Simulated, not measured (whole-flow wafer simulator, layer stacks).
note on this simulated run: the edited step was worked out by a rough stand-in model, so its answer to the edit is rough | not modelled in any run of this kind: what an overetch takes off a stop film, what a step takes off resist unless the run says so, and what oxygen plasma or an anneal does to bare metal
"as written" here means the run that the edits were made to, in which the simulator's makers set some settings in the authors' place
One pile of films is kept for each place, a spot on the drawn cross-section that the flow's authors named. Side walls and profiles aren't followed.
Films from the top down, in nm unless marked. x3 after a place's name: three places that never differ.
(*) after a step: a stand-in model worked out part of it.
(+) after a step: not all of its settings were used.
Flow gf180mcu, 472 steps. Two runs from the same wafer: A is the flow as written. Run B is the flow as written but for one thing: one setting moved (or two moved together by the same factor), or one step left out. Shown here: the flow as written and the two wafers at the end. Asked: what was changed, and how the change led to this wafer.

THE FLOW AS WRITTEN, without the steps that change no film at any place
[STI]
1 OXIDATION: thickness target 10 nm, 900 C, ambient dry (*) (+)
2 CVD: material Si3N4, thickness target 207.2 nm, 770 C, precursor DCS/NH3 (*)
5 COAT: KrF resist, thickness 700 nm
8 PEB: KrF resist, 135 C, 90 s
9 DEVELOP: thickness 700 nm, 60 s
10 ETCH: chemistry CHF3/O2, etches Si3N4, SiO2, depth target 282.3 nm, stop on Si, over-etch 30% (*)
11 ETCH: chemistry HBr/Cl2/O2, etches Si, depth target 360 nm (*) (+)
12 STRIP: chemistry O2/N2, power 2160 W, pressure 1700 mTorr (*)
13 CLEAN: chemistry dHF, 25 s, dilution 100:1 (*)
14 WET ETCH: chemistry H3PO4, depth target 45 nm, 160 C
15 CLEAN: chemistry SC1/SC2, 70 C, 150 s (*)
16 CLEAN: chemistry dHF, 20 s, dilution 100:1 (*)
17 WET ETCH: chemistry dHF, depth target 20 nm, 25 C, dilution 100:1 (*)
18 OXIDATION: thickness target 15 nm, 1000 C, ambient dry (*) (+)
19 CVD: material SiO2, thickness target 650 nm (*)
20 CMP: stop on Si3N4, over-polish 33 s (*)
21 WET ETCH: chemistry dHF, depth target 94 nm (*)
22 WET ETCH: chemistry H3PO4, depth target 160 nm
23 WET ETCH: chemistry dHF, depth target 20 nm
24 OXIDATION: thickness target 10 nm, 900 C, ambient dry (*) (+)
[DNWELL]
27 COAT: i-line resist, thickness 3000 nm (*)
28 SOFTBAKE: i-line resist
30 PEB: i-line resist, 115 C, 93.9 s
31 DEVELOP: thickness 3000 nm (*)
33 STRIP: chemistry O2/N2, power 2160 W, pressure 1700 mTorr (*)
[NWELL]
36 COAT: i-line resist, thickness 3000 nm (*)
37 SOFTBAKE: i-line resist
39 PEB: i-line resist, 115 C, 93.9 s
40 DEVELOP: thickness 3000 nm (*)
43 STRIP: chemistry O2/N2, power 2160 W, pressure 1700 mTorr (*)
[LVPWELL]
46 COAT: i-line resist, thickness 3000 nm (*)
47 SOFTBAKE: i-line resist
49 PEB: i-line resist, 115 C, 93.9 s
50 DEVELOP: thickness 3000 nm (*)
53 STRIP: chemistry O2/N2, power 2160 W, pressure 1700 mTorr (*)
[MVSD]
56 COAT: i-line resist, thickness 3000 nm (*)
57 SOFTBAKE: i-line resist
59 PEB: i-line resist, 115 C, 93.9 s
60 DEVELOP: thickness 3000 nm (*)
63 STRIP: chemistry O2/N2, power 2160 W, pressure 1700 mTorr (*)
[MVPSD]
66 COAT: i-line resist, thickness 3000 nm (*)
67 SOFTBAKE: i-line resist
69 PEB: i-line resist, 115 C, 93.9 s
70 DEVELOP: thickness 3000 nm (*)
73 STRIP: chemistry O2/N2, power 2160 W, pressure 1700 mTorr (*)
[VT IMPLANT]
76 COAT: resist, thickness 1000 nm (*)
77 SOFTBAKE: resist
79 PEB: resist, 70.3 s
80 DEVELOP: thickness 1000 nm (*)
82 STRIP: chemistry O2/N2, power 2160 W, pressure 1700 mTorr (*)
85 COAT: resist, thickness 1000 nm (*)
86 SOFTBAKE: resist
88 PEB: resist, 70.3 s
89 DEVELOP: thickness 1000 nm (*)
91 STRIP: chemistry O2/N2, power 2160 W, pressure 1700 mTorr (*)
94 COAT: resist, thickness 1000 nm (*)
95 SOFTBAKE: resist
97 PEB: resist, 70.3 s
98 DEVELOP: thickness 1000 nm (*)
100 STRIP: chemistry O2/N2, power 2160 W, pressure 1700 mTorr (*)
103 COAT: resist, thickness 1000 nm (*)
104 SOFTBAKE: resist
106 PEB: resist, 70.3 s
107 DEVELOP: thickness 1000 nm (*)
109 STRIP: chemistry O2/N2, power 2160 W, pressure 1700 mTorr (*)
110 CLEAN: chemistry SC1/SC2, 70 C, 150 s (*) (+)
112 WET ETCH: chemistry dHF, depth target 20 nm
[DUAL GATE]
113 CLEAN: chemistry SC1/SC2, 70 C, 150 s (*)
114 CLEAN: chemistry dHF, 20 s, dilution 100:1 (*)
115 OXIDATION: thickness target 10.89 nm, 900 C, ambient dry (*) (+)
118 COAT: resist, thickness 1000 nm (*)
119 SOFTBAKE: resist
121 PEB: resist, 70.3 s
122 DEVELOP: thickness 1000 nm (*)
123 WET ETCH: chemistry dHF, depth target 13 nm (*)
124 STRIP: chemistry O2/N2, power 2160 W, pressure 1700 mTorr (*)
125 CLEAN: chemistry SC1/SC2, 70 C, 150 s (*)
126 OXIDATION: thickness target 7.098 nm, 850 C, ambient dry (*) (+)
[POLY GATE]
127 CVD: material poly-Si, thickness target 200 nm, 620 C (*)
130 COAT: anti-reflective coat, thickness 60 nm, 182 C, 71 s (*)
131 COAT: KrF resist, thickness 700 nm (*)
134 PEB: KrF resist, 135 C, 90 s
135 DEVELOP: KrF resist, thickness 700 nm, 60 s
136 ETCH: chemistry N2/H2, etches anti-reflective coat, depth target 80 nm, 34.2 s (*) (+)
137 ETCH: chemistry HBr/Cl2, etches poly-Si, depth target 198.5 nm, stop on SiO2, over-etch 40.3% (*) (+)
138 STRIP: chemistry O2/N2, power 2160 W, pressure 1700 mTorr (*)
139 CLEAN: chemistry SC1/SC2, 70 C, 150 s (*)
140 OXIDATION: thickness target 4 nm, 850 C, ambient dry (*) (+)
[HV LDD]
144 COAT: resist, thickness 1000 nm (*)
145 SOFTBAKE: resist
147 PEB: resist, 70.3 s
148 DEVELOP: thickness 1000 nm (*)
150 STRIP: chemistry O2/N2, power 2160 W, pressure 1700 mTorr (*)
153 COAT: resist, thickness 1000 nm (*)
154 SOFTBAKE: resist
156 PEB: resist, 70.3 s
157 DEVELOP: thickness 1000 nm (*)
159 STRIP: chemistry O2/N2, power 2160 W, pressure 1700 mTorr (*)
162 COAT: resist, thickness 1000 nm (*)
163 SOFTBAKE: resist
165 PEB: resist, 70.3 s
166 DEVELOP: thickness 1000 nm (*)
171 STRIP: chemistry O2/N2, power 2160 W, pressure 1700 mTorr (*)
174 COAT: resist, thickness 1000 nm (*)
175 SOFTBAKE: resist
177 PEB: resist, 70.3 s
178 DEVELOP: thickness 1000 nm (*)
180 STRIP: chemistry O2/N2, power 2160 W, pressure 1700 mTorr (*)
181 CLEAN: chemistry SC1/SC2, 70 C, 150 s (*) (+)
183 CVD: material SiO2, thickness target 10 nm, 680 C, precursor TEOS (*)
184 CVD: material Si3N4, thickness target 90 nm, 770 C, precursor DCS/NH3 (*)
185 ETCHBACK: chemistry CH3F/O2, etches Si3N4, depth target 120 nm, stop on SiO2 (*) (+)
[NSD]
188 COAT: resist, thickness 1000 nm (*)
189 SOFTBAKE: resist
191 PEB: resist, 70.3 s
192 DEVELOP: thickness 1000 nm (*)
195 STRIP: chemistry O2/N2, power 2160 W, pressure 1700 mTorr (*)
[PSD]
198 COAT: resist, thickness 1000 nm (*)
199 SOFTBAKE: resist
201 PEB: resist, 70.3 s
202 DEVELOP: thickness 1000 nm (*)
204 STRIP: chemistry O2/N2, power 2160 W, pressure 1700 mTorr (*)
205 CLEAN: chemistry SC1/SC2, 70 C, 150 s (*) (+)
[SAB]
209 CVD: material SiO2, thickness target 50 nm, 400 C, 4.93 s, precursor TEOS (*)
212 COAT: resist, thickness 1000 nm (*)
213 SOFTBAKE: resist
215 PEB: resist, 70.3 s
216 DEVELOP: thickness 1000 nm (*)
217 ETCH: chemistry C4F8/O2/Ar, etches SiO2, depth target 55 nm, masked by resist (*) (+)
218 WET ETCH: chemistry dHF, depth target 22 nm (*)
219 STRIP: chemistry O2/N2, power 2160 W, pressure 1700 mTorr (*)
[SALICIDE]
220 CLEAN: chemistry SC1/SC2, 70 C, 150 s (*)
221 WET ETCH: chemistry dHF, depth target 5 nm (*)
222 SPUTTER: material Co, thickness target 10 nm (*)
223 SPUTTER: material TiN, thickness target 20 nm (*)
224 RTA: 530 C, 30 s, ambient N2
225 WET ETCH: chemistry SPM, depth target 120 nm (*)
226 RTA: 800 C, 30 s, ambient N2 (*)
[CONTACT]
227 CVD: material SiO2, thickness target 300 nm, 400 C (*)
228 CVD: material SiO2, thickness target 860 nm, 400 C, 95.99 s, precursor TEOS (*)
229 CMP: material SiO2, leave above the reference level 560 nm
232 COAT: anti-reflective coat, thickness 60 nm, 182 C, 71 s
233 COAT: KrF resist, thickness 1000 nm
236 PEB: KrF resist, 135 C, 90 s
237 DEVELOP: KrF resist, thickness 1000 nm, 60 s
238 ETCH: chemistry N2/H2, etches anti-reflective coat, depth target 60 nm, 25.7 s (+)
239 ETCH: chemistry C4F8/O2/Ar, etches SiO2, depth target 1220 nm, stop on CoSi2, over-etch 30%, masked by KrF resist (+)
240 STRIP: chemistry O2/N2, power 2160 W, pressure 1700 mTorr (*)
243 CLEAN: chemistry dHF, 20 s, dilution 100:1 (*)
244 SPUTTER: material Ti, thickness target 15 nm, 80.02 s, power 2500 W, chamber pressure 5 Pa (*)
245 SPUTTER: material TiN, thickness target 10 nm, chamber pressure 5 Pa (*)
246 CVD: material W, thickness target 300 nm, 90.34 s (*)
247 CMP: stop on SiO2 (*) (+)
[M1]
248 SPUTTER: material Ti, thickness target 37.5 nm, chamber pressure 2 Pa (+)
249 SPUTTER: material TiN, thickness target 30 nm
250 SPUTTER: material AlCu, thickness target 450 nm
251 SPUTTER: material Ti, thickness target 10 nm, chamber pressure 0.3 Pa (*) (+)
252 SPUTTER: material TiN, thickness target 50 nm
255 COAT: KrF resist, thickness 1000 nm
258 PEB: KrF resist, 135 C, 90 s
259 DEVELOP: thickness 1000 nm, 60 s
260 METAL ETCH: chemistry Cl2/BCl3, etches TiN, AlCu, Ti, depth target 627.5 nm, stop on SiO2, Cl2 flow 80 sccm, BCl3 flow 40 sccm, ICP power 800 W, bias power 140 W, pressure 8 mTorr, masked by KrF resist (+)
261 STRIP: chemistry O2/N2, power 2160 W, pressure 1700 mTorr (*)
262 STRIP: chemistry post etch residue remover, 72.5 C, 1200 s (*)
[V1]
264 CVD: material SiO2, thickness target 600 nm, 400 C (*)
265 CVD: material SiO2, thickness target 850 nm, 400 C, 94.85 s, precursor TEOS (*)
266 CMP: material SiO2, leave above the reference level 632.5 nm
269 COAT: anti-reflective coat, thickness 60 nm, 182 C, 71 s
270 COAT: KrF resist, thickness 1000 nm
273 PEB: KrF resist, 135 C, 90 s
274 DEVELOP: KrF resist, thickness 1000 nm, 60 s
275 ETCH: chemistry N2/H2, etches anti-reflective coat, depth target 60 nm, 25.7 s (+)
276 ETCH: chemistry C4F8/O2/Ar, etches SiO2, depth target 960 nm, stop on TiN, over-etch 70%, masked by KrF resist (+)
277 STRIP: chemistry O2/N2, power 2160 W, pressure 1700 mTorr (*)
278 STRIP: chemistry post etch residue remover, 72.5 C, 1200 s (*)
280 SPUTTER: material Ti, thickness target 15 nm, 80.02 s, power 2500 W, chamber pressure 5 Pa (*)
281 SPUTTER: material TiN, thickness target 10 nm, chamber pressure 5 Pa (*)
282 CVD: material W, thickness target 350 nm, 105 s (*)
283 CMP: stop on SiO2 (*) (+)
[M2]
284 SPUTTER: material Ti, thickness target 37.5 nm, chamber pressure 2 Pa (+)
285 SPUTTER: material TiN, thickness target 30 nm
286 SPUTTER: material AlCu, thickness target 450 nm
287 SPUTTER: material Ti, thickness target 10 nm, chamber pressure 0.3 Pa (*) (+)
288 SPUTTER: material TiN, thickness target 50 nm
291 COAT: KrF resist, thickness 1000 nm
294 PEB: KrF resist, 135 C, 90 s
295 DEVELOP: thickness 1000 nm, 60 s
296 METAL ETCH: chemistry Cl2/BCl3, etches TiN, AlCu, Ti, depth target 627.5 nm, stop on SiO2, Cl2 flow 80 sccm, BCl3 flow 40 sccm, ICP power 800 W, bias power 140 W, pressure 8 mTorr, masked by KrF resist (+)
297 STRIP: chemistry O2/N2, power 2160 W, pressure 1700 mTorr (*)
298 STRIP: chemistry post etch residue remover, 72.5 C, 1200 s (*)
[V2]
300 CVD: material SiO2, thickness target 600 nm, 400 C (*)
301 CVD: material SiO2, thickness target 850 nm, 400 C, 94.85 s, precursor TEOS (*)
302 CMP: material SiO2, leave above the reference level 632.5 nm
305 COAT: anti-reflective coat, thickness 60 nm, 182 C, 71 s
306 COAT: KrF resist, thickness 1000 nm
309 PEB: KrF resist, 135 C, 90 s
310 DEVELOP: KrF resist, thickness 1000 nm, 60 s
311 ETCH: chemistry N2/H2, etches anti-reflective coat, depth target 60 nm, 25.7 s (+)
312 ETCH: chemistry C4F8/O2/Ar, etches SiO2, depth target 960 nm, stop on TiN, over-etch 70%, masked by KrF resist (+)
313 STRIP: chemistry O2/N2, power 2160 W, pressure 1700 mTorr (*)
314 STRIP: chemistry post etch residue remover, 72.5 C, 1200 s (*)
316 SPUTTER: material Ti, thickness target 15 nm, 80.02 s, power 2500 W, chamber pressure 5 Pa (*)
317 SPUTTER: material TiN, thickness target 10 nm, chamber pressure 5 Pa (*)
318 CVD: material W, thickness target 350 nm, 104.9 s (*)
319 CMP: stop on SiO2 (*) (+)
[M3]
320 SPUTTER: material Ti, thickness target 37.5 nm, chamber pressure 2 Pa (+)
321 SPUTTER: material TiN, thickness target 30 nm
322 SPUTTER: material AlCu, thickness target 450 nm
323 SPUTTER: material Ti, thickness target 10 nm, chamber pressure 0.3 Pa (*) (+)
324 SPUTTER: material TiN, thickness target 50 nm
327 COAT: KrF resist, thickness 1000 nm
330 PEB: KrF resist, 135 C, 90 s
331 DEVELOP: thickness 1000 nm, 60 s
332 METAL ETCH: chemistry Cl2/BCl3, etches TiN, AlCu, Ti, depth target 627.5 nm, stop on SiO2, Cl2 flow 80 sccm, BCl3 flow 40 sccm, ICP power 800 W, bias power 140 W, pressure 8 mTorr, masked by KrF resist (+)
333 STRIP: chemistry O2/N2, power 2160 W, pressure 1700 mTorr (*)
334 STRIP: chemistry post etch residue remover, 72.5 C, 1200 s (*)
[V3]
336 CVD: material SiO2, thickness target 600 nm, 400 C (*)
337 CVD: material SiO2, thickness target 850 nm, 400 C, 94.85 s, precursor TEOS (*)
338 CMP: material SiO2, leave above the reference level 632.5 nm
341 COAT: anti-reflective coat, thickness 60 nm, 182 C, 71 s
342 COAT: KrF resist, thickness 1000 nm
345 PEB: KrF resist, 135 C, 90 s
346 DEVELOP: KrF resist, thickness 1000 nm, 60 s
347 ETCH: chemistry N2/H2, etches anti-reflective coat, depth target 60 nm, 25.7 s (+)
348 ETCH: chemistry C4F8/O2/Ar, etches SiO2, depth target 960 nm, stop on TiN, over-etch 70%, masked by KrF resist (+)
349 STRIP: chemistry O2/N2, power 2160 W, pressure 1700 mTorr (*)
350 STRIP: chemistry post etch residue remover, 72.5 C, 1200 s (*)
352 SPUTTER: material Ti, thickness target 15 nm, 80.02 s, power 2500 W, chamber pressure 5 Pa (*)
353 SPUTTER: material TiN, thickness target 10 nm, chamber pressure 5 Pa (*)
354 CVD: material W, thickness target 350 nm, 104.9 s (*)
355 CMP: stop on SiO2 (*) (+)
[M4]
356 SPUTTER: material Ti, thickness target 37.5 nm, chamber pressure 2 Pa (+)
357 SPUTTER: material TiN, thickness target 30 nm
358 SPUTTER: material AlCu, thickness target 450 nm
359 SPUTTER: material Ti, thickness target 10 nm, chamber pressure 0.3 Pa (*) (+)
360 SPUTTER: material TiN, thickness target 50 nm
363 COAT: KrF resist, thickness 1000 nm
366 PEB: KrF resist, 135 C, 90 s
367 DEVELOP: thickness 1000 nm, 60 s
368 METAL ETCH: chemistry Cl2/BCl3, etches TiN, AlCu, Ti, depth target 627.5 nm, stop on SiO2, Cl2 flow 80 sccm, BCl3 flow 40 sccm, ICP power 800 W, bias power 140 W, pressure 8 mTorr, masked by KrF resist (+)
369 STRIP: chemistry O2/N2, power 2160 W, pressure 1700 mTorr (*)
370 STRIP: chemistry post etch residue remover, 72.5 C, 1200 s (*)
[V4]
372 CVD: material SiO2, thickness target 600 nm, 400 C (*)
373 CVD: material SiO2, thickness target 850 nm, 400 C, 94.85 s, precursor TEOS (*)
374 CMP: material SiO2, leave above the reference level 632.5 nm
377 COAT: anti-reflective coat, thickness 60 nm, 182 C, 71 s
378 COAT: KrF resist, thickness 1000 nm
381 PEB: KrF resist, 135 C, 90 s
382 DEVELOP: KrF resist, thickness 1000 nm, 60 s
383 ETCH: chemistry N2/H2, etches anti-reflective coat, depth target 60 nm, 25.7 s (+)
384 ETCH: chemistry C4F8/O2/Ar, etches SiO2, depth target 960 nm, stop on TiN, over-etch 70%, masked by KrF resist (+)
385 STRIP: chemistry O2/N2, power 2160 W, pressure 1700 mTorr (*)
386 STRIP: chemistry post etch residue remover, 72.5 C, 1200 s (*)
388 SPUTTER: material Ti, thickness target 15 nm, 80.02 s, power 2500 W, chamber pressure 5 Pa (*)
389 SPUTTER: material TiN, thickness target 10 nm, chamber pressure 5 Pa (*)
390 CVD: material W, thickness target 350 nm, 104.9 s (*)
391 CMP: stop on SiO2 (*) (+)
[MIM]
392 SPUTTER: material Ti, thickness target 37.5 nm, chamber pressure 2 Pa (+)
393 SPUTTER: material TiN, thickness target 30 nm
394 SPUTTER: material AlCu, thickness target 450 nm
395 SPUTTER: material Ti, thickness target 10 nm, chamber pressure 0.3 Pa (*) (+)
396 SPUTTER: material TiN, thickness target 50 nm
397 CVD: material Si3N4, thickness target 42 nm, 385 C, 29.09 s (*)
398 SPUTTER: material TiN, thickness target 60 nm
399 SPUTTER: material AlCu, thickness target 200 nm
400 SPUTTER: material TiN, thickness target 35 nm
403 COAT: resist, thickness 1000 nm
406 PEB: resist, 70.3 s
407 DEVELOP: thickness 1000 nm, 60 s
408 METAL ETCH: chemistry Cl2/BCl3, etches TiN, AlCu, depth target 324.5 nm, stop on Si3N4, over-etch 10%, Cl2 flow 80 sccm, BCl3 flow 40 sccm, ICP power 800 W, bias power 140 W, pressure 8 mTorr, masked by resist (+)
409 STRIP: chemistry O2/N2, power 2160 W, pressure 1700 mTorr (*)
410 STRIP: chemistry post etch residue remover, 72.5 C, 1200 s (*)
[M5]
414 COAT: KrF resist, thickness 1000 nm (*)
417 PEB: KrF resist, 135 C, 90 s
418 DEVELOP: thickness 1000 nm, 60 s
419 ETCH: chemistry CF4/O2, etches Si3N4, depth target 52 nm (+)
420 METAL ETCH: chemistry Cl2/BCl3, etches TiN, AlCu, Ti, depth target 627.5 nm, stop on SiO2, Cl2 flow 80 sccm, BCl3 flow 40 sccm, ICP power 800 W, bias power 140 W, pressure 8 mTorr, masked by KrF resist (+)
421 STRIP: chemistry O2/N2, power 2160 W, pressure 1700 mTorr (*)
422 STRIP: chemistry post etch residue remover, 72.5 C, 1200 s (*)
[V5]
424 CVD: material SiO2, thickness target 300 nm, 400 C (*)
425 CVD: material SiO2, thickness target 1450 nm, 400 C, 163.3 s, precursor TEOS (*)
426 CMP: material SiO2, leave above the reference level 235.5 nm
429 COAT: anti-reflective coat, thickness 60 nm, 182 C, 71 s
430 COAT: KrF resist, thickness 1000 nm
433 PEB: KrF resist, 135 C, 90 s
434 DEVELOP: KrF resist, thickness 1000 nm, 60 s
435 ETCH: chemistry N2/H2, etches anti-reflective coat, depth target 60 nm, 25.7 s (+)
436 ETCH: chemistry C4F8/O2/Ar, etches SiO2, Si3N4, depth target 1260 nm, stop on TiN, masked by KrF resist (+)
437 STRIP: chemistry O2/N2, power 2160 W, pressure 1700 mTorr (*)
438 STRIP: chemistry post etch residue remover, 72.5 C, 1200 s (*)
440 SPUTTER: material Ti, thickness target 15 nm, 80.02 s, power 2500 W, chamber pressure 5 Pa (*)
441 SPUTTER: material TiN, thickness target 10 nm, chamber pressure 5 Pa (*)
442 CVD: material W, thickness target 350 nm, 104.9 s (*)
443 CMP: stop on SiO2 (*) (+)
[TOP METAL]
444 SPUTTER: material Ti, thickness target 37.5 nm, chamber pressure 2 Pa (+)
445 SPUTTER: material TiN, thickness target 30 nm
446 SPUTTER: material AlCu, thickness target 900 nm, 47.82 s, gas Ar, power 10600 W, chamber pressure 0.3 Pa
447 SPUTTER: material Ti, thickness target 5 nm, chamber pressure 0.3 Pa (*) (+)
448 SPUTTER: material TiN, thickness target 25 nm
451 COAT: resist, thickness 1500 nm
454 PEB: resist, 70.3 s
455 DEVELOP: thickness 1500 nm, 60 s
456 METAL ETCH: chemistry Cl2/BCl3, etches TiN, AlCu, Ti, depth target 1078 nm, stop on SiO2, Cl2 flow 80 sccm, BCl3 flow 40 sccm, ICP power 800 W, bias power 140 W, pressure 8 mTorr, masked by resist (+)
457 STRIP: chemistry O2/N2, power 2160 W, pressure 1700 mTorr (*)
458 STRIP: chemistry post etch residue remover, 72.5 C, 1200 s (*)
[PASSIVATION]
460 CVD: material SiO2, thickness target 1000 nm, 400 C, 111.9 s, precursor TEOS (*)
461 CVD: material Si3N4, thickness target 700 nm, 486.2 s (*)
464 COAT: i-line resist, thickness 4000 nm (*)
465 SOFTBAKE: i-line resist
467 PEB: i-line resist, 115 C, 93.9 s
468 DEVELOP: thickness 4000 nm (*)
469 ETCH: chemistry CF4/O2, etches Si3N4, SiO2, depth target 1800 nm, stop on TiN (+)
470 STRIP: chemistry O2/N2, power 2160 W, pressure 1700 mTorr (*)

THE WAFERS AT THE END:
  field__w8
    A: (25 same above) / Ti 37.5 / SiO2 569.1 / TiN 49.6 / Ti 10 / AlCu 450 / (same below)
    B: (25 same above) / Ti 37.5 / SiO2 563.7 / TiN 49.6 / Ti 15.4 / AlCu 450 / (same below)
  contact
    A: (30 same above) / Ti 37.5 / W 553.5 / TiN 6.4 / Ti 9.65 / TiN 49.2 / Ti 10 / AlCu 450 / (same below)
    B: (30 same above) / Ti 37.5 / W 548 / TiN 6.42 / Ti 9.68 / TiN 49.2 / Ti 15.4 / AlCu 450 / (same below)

The cause: step 287, SPUTTER: thickness target 15.4 nm was run, where the flow has thickness target 10 nm.
It can be read off the wafer: field__w8 has Ti 15.4, and step 287 as written asks for 10 nm.

How the change led to this, step by step:
  287 SPUTTER: material Ti, thickness target 10 nm, chamber pressure 0.3 Pa (*) (+)
      field, field__w1, field__w2 and 108 more: A Ti +10 (new film) | B Ti +15.4 (new film)
  296 METAL ETCH: chemistry Cl2/BCl3, etches TiN, AlCu, Ti, depth target 627.5 nm, stop on SiO2, Cl2 flow 80 sccm, BCl3 flow 40 sccm, ICP power 800 W, bias power 140 W, pressure 8 mTorr, masked by KrF resist (+)
      field, field__w1, field__w2 and 103 more: A TiN -50 (all of it), Ti -10 (all of it), AlCu -450 (all of it), TiN -30 (all of it), Ti -37.5 (all of it) | B TiN -50 (all of it), Ti -15.4 (all of it), AlCu -450 (all of it), TiN -30 (all of it), Ti -37.5 (all of it)
